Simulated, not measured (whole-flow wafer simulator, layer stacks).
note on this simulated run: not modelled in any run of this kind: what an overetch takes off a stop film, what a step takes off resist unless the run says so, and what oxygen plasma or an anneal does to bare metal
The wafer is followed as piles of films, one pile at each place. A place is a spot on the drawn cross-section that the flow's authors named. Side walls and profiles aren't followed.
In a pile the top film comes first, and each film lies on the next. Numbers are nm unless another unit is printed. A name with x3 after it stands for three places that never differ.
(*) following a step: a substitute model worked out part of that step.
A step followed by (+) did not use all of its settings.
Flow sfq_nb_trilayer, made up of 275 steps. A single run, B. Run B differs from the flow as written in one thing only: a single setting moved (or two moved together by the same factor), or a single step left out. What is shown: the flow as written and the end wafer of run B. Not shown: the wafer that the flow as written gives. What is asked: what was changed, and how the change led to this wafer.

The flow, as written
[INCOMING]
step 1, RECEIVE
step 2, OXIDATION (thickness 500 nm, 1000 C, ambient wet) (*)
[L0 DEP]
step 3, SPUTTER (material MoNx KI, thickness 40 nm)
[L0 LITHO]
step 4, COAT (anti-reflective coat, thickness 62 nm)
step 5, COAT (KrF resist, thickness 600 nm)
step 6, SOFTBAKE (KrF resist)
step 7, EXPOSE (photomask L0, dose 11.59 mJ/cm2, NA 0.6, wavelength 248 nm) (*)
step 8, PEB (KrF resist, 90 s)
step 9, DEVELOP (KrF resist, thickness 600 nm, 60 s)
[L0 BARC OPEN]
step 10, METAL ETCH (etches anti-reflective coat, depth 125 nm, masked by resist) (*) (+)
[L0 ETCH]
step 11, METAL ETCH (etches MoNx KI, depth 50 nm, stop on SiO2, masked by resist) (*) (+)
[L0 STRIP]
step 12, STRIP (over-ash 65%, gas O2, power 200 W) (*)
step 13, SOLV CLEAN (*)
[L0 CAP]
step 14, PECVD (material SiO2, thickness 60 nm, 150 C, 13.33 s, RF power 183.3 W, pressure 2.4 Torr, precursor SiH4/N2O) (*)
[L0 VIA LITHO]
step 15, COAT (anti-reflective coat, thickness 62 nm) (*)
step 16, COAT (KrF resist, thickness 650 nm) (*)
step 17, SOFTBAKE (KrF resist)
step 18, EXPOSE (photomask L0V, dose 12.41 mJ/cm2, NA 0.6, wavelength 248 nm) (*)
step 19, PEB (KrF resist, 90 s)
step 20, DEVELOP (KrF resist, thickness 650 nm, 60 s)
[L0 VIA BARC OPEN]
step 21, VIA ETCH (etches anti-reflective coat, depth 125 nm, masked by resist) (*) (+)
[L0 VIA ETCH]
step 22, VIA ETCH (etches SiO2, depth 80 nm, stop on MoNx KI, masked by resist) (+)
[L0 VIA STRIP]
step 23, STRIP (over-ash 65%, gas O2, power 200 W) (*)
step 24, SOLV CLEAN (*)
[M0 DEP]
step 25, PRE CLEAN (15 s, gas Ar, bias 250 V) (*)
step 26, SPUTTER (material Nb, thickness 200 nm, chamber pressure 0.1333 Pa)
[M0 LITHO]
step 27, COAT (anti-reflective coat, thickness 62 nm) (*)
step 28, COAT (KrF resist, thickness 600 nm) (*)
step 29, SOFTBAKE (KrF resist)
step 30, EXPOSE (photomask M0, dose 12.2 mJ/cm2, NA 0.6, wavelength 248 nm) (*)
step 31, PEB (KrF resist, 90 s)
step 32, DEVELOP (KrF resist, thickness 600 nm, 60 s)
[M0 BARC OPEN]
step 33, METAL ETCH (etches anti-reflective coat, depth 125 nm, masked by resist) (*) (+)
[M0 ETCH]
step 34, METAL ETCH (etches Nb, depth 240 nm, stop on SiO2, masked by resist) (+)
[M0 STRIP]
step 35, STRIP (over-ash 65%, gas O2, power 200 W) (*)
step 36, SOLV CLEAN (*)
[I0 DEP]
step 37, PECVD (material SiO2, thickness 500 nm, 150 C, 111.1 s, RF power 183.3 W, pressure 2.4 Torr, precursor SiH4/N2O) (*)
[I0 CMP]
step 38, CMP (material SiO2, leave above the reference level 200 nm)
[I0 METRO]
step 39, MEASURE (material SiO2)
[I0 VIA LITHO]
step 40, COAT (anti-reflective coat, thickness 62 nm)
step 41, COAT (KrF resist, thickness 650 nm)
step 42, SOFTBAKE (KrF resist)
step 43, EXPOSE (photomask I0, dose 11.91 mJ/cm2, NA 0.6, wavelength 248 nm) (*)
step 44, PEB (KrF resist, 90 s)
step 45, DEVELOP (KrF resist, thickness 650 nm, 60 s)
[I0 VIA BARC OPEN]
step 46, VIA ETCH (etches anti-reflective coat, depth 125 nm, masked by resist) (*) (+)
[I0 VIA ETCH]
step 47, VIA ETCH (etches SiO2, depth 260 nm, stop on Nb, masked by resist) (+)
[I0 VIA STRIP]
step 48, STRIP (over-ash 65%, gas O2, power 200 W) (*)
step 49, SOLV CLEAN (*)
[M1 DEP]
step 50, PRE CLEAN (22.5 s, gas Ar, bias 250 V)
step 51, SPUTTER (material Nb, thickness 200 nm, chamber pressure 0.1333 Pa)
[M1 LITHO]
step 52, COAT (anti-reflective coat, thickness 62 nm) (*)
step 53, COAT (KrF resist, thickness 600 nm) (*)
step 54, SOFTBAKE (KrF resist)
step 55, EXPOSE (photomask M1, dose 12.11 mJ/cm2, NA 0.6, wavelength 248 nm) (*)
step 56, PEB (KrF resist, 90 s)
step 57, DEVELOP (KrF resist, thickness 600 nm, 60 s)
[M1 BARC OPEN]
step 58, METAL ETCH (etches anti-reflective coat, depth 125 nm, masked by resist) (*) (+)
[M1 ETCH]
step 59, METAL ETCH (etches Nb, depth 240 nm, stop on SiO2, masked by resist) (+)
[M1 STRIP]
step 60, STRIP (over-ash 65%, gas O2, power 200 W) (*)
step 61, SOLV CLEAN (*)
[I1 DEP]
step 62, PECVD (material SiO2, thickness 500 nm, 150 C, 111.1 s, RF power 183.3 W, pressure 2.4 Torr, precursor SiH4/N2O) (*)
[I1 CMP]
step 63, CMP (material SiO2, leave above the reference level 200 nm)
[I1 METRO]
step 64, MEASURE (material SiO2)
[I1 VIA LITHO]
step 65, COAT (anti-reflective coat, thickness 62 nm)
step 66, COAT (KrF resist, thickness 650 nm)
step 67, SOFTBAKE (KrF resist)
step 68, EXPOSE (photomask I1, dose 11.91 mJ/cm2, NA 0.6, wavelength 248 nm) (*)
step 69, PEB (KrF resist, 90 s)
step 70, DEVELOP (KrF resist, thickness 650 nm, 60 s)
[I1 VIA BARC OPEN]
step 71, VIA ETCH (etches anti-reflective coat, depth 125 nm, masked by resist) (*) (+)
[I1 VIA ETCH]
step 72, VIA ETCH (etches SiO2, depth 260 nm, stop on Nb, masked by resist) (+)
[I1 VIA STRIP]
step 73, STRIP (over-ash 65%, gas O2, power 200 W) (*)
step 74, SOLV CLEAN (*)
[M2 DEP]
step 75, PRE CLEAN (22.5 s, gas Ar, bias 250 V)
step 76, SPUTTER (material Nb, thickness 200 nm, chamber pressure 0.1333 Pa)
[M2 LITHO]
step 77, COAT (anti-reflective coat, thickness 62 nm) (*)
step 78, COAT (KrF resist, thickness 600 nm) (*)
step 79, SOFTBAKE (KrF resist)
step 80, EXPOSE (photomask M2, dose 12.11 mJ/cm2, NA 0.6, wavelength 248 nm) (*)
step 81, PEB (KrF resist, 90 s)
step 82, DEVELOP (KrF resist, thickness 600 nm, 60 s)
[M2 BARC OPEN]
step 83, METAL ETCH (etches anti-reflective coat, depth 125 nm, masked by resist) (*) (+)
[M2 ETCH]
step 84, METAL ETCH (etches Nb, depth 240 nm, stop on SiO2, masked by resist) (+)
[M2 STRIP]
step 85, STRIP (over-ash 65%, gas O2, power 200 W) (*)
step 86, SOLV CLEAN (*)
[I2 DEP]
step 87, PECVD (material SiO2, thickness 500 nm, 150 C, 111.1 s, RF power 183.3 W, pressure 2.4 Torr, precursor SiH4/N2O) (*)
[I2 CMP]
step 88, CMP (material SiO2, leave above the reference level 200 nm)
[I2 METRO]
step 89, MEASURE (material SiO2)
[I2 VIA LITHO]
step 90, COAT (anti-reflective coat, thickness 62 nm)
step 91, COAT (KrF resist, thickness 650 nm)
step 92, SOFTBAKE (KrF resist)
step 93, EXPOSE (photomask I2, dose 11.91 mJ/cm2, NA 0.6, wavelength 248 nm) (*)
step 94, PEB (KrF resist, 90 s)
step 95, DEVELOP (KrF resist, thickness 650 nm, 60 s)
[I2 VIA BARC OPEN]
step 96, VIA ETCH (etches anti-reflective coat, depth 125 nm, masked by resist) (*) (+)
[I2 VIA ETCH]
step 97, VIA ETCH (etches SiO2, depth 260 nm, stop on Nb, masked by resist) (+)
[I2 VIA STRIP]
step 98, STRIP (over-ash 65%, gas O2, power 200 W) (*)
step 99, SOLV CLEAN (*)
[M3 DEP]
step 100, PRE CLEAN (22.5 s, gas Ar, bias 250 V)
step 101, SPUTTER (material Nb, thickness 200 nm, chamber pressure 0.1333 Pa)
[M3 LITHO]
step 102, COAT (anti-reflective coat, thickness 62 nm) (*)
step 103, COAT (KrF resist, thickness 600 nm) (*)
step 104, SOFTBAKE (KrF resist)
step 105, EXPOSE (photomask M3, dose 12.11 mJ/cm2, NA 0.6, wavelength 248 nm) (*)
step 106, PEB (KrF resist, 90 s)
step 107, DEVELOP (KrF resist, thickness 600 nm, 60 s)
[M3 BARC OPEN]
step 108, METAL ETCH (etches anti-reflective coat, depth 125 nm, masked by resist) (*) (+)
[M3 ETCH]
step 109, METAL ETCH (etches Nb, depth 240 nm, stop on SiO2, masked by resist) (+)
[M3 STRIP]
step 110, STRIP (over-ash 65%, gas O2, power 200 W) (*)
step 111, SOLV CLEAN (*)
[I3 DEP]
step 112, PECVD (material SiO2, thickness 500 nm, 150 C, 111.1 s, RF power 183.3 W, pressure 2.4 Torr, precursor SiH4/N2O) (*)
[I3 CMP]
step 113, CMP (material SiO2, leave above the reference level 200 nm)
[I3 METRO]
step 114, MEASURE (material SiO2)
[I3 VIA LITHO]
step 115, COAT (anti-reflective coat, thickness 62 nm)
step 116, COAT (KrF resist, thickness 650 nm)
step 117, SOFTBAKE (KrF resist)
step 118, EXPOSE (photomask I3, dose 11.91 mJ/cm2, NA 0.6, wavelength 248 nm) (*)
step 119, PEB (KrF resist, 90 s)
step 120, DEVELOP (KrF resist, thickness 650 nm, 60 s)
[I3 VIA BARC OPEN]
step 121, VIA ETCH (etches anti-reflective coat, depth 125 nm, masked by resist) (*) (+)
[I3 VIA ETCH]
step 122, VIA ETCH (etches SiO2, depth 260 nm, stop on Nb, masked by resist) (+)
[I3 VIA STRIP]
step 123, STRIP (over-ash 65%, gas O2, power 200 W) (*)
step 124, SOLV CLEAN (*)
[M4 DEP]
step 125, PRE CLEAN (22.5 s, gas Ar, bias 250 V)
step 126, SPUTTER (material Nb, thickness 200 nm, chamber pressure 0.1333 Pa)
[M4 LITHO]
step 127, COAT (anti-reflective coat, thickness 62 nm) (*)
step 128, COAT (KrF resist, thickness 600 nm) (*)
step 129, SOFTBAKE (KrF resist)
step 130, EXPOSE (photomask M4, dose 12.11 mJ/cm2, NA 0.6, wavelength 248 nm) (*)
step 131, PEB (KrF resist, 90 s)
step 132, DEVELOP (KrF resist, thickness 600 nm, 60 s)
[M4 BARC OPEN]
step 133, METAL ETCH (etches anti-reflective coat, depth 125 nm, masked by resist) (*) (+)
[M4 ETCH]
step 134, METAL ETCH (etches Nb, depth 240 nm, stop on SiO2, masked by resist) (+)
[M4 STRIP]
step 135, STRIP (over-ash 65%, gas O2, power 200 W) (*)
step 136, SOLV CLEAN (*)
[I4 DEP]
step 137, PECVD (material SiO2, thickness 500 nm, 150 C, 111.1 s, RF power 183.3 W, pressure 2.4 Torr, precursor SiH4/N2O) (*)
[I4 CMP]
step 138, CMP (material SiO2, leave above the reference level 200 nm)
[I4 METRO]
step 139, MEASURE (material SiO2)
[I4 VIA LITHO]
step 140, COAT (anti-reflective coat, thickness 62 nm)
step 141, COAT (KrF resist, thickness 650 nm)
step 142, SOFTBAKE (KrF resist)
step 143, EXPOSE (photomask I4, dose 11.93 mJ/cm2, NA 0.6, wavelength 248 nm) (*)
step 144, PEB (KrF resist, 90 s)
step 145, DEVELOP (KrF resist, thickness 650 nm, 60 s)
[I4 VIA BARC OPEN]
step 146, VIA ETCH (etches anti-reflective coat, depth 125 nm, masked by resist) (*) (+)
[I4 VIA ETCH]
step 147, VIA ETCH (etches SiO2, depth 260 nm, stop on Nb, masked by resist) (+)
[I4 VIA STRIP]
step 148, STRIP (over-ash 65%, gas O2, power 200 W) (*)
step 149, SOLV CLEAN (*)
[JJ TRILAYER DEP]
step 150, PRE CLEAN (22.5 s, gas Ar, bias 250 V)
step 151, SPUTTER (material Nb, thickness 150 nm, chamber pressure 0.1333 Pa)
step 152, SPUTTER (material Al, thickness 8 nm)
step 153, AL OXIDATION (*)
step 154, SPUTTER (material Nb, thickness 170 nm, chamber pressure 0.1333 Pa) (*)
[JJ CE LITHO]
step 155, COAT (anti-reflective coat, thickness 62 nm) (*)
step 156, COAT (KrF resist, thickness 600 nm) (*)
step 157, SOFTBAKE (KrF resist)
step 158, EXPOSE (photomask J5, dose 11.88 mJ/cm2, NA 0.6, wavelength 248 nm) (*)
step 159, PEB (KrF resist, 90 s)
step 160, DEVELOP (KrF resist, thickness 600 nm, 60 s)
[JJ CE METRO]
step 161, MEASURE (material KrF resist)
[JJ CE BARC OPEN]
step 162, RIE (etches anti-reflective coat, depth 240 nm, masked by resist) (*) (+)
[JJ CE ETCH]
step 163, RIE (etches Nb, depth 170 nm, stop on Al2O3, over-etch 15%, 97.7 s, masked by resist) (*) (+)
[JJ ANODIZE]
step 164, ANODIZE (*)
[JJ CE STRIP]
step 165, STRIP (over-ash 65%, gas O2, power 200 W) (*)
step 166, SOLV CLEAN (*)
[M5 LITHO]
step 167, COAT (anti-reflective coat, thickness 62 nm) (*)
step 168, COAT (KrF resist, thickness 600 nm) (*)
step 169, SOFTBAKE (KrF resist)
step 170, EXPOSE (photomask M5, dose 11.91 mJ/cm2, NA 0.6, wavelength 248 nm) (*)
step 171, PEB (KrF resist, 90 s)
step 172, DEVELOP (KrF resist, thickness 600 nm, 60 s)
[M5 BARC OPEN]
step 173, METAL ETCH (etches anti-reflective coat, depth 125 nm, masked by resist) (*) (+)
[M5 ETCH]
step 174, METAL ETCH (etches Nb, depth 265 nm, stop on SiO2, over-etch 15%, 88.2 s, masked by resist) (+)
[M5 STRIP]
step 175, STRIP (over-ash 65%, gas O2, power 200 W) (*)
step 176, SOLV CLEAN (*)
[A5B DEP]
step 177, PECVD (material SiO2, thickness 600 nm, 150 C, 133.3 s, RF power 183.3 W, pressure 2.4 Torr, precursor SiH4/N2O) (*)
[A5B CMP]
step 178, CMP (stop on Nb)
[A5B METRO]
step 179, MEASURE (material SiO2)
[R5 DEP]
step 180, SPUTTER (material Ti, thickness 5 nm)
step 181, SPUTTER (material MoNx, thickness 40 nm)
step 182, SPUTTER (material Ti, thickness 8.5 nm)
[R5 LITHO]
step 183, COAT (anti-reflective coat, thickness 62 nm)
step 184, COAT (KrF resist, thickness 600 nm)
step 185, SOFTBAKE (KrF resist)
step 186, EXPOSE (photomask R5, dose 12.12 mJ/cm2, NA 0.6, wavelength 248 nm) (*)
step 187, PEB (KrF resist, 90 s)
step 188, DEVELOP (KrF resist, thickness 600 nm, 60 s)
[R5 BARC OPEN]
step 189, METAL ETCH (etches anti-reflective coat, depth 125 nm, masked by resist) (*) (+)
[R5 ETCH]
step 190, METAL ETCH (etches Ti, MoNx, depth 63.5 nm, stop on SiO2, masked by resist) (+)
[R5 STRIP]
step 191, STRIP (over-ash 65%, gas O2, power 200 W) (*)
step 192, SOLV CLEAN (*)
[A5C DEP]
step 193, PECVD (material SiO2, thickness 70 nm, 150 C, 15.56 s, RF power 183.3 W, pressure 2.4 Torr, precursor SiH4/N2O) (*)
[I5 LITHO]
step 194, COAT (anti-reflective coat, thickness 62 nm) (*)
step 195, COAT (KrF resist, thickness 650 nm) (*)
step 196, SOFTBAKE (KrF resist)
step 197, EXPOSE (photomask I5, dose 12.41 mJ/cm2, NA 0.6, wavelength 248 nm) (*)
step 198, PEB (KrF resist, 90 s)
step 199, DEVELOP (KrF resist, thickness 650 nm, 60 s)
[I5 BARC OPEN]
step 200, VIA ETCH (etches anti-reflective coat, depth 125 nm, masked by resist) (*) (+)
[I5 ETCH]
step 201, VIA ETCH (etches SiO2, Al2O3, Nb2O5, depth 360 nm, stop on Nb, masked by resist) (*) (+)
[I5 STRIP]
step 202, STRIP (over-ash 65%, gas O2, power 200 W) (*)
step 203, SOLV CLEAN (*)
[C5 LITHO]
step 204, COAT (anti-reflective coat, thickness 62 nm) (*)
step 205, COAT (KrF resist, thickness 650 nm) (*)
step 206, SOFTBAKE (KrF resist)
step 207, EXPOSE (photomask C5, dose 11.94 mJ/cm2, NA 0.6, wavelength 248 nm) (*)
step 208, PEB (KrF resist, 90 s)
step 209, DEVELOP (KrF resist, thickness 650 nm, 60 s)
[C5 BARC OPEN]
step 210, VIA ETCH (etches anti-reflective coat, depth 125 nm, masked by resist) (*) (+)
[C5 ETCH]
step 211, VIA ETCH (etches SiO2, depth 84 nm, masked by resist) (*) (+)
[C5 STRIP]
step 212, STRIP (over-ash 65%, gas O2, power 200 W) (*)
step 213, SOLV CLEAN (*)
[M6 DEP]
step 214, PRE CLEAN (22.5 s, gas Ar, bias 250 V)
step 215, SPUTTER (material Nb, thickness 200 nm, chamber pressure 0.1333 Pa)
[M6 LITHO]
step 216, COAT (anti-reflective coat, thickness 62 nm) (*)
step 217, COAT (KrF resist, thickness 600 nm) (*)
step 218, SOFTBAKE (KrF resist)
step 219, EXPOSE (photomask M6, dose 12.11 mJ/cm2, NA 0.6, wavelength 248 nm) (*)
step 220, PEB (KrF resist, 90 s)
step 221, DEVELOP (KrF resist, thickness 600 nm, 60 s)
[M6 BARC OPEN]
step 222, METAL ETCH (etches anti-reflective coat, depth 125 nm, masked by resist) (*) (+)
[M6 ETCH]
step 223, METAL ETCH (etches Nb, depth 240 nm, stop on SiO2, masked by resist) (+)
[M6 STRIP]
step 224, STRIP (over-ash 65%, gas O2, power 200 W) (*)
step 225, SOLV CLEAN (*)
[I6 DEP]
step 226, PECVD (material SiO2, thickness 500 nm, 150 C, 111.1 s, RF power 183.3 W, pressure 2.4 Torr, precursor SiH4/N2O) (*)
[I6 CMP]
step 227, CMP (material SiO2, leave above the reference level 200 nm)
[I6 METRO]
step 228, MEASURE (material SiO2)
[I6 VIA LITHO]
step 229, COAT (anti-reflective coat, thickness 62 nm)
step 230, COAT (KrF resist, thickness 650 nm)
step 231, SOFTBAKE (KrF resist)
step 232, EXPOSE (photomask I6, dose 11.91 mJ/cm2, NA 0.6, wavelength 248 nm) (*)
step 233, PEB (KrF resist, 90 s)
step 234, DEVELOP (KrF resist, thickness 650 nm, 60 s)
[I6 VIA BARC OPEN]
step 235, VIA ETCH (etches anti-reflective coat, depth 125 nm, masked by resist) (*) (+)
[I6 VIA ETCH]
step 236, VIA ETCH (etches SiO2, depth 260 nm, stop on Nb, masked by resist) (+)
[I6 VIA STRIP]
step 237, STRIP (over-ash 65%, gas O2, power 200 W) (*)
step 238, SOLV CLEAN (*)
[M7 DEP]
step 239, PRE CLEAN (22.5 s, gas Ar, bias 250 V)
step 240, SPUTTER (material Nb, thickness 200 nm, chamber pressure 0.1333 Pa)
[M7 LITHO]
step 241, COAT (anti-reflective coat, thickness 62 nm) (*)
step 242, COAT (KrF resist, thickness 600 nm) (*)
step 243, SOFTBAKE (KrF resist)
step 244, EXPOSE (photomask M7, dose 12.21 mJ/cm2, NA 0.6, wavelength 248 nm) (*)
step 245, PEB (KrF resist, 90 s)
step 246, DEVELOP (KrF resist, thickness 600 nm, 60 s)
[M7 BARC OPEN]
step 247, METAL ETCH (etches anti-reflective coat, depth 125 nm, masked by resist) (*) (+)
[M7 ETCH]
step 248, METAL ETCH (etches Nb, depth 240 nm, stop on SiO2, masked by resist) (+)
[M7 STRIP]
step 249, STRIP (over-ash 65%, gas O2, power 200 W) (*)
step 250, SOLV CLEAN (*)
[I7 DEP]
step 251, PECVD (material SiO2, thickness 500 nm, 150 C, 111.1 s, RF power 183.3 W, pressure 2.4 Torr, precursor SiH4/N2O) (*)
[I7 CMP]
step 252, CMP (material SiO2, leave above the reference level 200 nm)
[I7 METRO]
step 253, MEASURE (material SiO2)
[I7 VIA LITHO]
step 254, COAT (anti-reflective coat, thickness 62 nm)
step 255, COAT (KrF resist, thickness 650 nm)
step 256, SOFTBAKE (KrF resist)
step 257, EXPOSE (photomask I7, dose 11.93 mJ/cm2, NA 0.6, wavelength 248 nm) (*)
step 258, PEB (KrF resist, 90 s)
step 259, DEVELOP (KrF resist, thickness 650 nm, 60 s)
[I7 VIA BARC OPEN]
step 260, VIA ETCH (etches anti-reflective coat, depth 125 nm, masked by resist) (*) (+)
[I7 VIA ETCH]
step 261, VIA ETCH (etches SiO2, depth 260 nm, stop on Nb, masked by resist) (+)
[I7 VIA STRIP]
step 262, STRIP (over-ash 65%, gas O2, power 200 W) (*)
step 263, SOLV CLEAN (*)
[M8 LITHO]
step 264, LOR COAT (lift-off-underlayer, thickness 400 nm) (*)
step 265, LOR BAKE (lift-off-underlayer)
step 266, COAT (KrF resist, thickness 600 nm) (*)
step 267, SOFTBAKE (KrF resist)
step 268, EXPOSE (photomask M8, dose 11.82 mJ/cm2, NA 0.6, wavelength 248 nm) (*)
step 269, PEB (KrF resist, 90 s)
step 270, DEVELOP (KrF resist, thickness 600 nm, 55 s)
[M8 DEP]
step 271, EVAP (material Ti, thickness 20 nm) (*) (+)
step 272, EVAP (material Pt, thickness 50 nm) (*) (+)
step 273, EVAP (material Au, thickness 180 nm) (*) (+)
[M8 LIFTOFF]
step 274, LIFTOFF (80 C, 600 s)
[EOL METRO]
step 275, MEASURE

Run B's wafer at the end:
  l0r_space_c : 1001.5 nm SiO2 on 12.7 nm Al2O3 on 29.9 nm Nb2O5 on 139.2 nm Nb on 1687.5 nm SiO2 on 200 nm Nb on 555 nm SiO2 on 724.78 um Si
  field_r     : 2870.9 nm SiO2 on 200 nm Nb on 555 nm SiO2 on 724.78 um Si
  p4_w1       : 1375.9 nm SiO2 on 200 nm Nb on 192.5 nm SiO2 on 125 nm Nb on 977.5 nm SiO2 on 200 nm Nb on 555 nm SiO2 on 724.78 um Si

What caused this: step 101, SPUTTER: thickness 125 nm was run, whereas the flow has thickness 200 nm.
The wafer lets one read it off: p4_w1 has Nb 125, and step 101 as written asks for 200 nm.

Step by step, how the change led to this:
  step 101, SPUTTER (material Nb, thickness 200 nm, chamber pressure 0.1333 Pa)
      field_l, v_sur, via_wl and 102 more: Nb gains 125 (new film) (in the flow as written it would be: Nb gains 200 (new film))
      via_w: Nb gains 103.1 (in the flow as written it would be: Nb gains 165.5)
  step 102, COAT (anti-reflective coat, thickness 62 nm) (*)
      via_wl, via_wr: anti-reflective coat gains 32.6 (new film) (in the flow as written it would be: anti-reflective coat gains 34.2 (new film))
      via_w: anti-reflective coat gains 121 (new film) (in the flow as written it would be: anti-reflective coat gains 124.8 (new film))
  step 109, METAL ETCH (etches Nb, depth 240 nm, stop on SiO2, masked by resist) (+)
      field_l, be, be_sur and 72 more: Nb loses 125 (all of it) (in the flow as written it would be: Nb loses 200 (all of it))
      v_sur, via_wl, via_w and 28 more: KrF resist loses 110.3 (in the flow as written it would be: KrF resist loses 141.2)
  step 110, STRIP (over-ash 65%, gas O2, power 200 W) (*)
      p4_w1, p4_w2, p4_w3 and 21 more: KrF resist loses 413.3 (all of it), anti-reflective coat loses 62 (all of it) (in the flow as written it would be: KrF resist loses 382.4 (all of it), anti-reflective coat loses 62 (all of it))
      v_sur: KrF resist loses 396.9 (all of it), anti-reflective coat loses 60.8 (all of it) (in the flow as written it would be: KrF resist loses 365.3 (all of it), anti-reflective coat loses 61.1 (all of it))
      (and at 6 other places as well)
  step 112, PECVD (material SiO2, thickness 500 nm, 150 C, 111.1 s, RF power 183.3 W, pressure 2.4 Torr, precursor SiH4/N2O) (*)
      p4_g1, p4_g2, p3_s0, p3_s1, p3_s2, p3_s3, p3_s4, p3_s5: SiO2 gains 500 (in the flow as written it would be: SiO2 gains 557.1)
      via_w: SiO2 gains 594.3 (new film) (in the flow as written it would be: SiO2 gains 615 (new film))
  step 113, CMP (material SiO2, leave above the reference level 200 nm)
      field_l, be, be_sur and 64 more: SiO2 loses 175 (in the flow as written it would be: SiO2 loses 100)
      p4_g1, p4_g2, p3_s0, p3_s1, p3_s2, p3_s3, p3_s4, p3_s5: SiO2 loses 175 (in the flow as written it would be: SiO2 loses 157.1)
      (and at 1 other place as well)
